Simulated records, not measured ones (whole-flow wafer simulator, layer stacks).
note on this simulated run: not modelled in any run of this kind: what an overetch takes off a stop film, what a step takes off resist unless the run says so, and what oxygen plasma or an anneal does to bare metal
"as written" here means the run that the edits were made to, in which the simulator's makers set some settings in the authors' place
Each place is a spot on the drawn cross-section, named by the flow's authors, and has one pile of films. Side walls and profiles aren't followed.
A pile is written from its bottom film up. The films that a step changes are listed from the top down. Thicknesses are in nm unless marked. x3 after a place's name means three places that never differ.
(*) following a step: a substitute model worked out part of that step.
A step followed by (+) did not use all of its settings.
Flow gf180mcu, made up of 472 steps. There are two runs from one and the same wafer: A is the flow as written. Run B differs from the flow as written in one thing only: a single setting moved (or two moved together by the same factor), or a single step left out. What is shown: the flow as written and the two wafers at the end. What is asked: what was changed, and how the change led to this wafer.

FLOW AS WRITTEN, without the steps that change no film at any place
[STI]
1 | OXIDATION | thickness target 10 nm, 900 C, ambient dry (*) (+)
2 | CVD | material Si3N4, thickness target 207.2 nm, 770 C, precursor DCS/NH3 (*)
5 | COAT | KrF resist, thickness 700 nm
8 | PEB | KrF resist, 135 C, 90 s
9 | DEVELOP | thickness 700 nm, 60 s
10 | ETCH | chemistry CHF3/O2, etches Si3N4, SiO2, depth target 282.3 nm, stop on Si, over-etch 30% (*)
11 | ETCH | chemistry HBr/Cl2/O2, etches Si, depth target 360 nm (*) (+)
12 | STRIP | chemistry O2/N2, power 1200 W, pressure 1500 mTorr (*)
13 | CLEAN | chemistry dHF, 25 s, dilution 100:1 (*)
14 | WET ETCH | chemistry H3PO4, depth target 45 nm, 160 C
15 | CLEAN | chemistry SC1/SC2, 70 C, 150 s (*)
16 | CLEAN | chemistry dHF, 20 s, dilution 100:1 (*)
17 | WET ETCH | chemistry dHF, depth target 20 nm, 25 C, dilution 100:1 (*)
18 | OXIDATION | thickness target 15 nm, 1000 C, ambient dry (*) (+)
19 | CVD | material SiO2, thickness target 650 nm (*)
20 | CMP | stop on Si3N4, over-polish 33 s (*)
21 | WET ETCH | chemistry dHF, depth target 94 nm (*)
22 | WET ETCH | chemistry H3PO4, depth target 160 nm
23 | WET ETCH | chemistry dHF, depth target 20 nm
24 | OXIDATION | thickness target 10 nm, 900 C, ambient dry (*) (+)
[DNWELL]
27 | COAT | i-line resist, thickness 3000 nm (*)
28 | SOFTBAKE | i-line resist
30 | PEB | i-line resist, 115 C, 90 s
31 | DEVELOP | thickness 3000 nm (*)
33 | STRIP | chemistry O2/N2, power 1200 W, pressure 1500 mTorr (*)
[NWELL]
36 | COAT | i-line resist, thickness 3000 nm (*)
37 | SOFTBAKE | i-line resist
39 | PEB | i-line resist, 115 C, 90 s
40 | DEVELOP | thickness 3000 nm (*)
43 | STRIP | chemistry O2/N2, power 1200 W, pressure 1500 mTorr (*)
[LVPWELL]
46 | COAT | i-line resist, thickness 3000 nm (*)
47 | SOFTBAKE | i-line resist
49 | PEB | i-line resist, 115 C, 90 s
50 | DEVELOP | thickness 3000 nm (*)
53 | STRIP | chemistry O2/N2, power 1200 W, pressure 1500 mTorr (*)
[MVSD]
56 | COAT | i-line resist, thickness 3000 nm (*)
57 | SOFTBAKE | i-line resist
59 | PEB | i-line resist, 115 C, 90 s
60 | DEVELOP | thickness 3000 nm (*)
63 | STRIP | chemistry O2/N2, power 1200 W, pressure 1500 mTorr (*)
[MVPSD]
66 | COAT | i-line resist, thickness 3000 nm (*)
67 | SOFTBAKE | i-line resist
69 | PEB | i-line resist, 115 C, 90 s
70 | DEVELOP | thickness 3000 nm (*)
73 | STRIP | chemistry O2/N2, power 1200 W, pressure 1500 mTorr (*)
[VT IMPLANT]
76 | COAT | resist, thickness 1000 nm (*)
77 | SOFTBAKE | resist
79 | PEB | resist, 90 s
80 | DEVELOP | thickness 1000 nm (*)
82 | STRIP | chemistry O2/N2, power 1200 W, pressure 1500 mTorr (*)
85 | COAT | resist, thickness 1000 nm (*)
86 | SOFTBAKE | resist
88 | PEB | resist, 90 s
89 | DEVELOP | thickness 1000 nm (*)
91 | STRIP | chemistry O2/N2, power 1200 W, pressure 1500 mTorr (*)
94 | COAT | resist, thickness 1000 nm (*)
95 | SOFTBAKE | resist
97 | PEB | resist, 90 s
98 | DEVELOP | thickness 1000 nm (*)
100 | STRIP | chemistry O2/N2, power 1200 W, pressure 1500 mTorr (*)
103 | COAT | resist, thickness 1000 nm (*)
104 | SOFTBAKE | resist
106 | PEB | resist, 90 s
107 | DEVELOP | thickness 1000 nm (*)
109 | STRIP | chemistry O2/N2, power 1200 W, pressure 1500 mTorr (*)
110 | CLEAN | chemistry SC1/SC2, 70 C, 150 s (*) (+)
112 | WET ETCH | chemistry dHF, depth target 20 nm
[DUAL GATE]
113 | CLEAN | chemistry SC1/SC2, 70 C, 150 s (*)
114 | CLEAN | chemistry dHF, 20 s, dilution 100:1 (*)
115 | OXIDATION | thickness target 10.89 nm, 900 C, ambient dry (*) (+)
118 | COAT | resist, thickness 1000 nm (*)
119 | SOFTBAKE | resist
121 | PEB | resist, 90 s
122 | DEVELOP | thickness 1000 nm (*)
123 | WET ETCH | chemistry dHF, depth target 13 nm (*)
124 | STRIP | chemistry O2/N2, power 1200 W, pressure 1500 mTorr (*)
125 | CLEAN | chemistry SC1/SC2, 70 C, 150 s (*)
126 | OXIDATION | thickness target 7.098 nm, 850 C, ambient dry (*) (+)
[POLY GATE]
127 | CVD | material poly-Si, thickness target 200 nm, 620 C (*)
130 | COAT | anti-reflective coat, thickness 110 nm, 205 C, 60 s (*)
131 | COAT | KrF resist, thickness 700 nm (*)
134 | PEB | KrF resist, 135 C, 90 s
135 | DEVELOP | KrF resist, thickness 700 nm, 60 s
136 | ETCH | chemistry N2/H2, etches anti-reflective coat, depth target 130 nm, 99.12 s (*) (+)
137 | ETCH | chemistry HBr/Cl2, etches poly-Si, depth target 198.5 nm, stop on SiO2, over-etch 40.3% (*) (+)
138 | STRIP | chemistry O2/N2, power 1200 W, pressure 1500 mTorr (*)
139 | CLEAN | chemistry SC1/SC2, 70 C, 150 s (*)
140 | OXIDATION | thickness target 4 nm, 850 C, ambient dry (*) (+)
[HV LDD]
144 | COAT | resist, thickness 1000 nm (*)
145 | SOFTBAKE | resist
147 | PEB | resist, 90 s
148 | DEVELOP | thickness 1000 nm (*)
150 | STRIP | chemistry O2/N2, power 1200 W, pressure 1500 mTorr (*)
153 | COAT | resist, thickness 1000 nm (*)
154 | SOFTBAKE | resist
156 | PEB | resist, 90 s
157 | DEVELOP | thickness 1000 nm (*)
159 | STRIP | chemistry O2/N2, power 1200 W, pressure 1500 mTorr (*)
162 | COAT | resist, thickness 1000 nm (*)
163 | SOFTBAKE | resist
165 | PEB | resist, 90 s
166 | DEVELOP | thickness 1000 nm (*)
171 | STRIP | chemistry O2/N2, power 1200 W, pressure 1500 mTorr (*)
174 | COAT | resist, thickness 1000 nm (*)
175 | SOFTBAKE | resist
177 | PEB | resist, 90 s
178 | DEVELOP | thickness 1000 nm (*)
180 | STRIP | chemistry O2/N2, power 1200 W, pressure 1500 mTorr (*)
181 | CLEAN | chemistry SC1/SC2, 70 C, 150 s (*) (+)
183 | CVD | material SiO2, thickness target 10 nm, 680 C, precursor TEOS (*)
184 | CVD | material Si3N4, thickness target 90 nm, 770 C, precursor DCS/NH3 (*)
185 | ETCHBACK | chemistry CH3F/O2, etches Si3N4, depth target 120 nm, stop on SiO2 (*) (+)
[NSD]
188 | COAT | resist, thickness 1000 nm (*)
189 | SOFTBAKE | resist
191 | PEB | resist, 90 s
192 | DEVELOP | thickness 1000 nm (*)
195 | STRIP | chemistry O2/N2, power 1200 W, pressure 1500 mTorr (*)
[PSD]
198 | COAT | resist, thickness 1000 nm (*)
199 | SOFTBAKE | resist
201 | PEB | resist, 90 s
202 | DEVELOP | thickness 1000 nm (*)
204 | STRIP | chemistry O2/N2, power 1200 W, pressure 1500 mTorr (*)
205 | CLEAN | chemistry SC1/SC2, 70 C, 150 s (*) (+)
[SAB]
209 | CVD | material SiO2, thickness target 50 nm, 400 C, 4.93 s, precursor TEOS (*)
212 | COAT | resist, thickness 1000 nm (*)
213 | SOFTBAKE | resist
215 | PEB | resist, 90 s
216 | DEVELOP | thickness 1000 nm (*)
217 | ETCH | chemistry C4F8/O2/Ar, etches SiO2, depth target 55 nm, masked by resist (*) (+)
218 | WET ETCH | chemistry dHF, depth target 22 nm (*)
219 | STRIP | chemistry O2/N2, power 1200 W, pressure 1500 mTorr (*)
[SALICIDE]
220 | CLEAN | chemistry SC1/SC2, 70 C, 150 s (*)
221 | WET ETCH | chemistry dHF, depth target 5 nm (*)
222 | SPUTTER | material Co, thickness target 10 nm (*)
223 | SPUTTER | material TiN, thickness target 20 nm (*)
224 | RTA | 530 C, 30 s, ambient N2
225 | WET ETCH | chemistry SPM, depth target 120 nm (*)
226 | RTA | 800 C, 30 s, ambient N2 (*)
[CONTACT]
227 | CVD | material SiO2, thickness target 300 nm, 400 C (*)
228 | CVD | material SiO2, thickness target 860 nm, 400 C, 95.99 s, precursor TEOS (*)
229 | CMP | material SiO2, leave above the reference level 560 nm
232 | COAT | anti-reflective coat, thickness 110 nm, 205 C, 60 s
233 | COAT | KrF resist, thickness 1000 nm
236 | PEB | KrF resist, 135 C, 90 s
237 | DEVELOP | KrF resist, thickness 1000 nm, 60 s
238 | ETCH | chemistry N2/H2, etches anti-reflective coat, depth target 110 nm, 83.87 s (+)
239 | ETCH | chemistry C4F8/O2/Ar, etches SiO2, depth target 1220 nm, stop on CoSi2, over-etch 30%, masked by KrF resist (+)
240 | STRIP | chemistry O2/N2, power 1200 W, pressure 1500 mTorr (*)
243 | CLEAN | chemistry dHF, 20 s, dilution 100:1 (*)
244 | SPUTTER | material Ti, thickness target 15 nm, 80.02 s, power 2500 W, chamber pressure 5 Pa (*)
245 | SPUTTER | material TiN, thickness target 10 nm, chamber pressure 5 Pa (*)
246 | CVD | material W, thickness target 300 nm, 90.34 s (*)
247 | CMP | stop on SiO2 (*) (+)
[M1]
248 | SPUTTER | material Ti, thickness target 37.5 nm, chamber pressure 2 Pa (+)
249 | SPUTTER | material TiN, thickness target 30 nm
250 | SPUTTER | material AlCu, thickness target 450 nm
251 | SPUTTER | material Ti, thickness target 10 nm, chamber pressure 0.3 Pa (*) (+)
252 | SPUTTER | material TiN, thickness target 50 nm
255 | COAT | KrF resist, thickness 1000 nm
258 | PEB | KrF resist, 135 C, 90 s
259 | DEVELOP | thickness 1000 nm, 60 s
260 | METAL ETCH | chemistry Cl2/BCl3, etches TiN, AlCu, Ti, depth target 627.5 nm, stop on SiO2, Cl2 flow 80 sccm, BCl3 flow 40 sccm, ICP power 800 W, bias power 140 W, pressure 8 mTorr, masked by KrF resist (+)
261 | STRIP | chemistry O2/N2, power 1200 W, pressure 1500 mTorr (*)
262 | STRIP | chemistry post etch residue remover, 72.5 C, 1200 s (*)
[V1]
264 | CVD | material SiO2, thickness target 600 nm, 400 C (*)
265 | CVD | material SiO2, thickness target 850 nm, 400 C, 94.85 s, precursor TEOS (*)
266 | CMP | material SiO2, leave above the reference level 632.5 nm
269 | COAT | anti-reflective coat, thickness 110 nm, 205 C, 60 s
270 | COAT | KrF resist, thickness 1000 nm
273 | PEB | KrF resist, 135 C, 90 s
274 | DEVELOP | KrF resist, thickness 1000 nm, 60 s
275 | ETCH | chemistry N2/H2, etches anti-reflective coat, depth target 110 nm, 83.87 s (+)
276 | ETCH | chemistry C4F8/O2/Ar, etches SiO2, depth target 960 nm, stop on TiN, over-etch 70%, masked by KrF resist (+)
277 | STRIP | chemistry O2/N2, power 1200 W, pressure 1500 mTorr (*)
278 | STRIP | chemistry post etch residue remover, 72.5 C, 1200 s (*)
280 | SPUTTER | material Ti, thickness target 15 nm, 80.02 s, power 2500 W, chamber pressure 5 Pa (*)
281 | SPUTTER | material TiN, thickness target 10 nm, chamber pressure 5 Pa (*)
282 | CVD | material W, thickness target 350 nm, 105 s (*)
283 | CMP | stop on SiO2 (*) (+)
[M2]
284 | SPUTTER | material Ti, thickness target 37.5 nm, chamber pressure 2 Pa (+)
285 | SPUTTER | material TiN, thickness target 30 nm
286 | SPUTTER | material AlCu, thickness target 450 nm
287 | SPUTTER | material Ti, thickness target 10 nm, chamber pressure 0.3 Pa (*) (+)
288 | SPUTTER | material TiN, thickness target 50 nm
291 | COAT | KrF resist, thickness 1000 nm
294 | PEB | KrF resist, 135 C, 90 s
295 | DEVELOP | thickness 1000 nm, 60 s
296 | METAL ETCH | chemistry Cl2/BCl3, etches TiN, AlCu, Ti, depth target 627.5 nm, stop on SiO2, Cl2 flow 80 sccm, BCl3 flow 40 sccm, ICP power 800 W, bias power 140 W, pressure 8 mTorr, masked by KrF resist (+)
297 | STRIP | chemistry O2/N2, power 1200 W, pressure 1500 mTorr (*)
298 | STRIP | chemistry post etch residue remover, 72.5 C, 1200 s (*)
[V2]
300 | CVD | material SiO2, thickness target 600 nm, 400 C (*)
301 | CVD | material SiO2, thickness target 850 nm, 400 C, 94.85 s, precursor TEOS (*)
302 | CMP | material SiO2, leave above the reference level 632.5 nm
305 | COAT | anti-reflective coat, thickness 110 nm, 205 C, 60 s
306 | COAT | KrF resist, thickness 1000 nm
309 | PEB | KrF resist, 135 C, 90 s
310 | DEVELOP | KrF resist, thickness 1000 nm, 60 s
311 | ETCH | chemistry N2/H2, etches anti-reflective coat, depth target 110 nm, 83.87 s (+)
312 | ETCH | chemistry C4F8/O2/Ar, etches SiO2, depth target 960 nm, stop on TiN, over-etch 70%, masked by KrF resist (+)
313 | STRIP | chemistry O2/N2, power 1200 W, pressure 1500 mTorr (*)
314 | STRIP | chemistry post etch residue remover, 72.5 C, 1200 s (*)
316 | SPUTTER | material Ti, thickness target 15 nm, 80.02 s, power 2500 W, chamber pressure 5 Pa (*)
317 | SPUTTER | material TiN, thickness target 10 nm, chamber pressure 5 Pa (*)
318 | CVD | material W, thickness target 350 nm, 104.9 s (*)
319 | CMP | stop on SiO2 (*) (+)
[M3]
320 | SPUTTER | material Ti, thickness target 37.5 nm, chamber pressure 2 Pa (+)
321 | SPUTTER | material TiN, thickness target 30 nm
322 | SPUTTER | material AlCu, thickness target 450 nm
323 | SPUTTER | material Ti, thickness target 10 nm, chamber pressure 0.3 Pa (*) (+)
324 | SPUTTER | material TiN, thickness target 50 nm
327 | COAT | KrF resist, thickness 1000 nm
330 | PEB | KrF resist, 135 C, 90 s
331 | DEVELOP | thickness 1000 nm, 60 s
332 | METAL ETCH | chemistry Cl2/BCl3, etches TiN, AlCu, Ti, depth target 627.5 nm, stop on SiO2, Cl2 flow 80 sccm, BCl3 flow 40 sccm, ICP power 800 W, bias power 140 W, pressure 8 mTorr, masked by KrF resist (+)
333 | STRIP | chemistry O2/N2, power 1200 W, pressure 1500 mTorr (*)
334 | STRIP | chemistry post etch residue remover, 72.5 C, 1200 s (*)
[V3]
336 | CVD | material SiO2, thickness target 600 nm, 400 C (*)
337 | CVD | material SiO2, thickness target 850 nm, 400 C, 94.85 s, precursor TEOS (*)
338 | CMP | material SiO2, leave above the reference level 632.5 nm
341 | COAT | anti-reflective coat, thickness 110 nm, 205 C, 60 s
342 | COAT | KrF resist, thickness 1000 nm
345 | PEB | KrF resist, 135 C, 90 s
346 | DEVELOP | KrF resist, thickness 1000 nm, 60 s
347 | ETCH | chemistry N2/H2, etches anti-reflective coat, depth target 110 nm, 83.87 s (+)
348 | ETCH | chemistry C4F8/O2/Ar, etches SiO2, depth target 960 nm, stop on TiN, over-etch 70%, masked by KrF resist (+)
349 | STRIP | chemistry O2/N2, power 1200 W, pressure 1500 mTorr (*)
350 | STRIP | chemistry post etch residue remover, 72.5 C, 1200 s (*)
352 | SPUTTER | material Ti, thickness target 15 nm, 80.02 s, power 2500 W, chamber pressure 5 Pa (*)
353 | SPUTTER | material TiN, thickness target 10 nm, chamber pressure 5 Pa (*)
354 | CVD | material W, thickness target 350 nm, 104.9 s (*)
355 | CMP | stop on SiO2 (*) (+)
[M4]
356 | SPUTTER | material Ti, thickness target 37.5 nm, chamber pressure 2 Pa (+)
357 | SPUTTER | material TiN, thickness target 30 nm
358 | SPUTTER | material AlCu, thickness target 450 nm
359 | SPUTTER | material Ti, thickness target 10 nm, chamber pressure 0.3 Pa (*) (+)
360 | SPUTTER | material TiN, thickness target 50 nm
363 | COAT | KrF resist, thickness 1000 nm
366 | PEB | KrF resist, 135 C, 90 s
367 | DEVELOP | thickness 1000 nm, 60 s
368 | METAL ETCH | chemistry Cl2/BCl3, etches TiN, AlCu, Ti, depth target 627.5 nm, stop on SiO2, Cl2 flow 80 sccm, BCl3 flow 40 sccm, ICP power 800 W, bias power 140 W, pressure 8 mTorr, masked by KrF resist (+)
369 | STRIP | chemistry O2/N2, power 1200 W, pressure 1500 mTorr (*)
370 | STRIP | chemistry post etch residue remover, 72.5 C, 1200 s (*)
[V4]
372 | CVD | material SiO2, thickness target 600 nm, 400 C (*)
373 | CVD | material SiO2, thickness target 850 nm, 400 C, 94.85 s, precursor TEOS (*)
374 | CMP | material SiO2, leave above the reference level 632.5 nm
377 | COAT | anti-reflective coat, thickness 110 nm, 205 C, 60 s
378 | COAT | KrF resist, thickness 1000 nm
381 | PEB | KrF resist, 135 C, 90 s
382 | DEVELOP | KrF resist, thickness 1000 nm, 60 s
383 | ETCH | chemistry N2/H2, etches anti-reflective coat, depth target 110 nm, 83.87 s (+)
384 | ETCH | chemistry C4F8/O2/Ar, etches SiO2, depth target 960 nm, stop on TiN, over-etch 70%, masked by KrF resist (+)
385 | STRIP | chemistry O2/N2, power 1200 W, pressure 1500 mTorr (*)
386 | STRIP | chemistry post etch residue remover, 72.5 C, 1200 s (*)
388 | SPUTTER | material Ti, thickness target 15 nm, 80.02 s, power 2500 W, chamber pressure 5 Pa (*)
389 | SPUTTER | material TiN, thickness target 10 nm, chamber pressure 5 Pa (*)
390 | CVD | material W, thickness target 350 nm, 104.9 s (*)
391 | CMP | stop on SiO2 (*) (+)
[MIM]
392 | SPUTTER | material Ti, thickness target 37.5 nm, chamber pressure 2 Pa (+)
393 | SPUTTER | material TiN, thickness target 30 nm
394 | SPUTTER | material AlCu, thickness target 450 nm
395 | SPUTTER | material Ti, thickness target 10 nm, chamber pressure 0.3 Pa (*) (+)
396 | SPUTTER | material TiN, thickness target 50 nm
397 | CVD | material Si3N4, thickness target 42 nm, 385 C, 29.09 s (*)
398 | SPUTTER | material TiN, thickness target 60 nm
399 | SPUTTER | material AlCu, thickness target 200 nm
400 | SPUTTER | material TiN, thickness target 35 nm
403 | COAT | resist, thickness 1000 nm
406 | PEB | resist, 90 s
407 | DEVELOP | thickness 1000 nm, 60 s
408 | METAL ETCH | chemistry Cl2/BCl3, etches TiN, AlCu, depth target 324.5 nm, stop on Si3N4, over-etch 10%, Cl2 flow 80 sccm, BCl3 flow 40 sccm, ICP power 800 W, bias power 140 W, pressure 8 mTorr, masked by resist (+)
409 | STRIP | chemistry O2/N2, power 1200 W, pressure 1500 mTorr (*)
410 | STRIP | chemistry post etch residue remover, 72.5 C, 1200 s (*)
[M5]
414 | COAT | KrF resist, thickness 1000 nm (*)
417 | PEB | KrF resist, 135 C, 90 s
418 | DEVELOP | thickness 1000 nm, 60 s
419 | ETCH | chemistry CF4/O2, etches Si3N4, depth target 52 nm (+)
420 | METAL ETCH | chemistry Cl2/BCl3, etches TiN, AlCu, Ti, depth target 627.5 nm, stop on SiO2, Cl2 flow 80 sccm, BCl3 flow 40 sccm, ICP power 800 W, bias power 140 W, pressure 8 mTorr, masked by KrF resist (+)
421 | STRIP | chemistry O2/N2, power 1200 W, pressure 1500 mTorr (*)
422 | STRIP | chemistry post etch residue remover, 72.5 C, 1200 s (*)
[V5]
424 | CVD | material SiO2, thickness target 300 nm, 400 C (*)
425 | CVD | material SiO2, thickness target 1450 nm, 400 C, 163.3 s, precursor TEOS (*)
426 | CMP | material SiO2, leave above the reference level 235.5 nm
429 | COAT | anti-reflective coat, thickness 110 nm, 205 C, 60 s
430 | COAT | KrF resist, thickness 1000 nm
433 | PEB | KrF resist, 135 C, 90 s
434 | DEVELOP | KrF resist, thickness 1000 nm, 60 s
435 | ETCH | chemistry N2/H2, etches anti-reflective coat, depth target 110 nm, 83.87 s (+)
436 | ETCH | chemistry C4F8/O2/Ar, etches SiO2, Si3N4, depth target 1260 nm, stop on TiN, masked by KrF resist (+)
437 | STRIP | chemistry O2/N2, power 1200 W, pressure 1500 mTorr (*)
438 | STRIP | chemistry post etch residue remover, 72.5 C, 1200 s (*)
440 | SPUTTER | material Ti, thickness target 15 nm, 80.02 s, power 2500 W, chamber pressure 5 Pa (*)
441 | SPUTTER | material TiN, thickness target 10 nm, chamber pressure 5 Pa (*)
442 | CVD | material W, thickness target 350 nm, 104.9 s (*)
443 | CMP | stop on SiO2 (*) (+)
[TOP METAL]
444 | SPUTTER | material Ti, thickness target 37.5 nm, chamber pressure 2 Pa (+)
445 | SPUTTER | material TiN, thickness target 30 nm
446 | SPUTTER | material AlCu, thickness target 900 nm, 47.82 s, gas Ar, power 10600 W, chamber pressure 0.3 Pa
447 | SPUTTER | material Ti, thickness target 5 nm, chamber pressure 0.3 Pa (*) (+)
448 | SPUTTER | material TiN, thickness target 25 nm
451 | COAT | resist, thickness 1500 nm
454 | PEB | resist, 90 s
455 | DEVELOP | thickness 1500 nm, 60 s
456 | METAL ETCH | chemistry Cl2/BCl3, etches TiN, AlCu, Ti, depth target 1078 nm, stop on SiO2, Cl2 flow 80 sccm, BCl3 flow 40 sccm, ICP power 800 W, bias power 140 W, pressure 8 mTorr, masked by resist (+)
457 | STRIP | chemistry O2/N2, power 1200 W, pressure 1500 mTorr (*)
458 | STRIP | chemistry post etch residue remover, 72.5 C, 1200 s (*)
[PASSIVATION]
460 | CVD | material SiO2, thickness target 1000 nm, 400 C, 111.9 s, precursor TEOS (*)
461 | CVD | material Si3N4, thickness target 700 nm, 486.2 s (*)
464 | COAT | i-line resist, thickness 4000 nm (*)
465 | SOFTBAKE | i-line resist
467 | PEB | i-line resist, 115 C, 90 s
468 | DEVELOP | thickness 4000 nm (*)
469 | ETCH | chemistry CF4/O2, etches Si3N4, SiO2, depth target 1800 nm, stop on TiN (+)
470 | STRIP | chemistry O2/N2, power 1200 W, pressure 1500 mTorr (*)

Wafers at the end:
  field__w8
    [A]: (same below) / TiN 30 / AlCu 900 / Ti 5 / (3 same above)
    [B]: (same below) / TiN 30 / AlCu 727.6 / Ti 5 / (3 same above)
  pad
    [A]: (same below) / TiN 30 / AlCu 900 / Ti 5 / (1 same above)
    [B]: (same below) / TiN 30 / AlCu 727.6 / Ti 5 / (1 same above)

What caused this: step 446, SPUTTER: 38.85 s was run, while the flow as written has 47.82 s.

The path from the change to this, step by step:
  446 | SPUTTER | material AlCu, thickness target 900 nm, 47.82 s, gas Ar, power 10600 W, chamber pressure 0.3 Pa
      field, field__w1, field__w2 and 109 more: A +900 AlCu (new film) | B +727.6 AlCu (new film)
  456 | METAL ETCH | chemistry Cl2/BCl3, etches TiN, AlCu, Ti, depth target 1078 nm, stop on SiO2, Cl2 flow 80 sccm, BCl3 flow 40 sccm, ICP power 800 W, bias power 140 W, pressure 8 mTorr, masked by resist (+)
      field, field__w1, field__w2 and 103 more: A -25 TiN (all of it), -5 Ti (all of it), -900 AlCu (all of it), -30 TiN (all of it), -37.5 Ti (all of it) | B -25 TiN (all of it), -5 Ti (all of it), -727.6 AlCu (all of it), -30 TiN (all of it), -37.5 Ti (all of it)
  464 | COAT | i-line resist, thickness 4000 nm (*)
      field__w8: A +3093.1 i-line resist (new film) | B +3245.8 i-line resist (new film)
      contact: A +3153.6 i-line resist (new film) | B +3290.1 i-line resist (new film)
      (as well as at 4 more places)
  465 | SOFTBAKE | i-line resist
      field__w5, field__w9: A +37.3 i-line resist | B +28.6 i-line resist
      field__w11, field__w13: A +37.9 i-line resist | B +28.8 i-line resist
      (as well as at 65 more places)
  467 | PEB | i-line resist, 115 C, 90 s
      field__w8, m1__w1: A -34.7 i-line resist | B -37.4 i-line resist
      contact, m1: A -35.1 i-line resist | B -37.7 i-line resist
      (as well as at 2 more places)
  468 | DEVELOP | thickness 4000 nm (*)
      pad: A -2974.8 i-line resist (all of it) | B -3143.1 i-line resist (all of it)
  470 | STRIP | chemistry O2/N2, power 1200 W, pressure 1500 mTorr (*)
      field__w8, m1__w1: A -1787.7 i-line resist (all of it) | B -1953.9 i-line resist (all of it)
      contact: A -1811.2 i-line resist (all of it) | B -1971.3 i-line resist (all of it)
      (as well as at 2 more places)
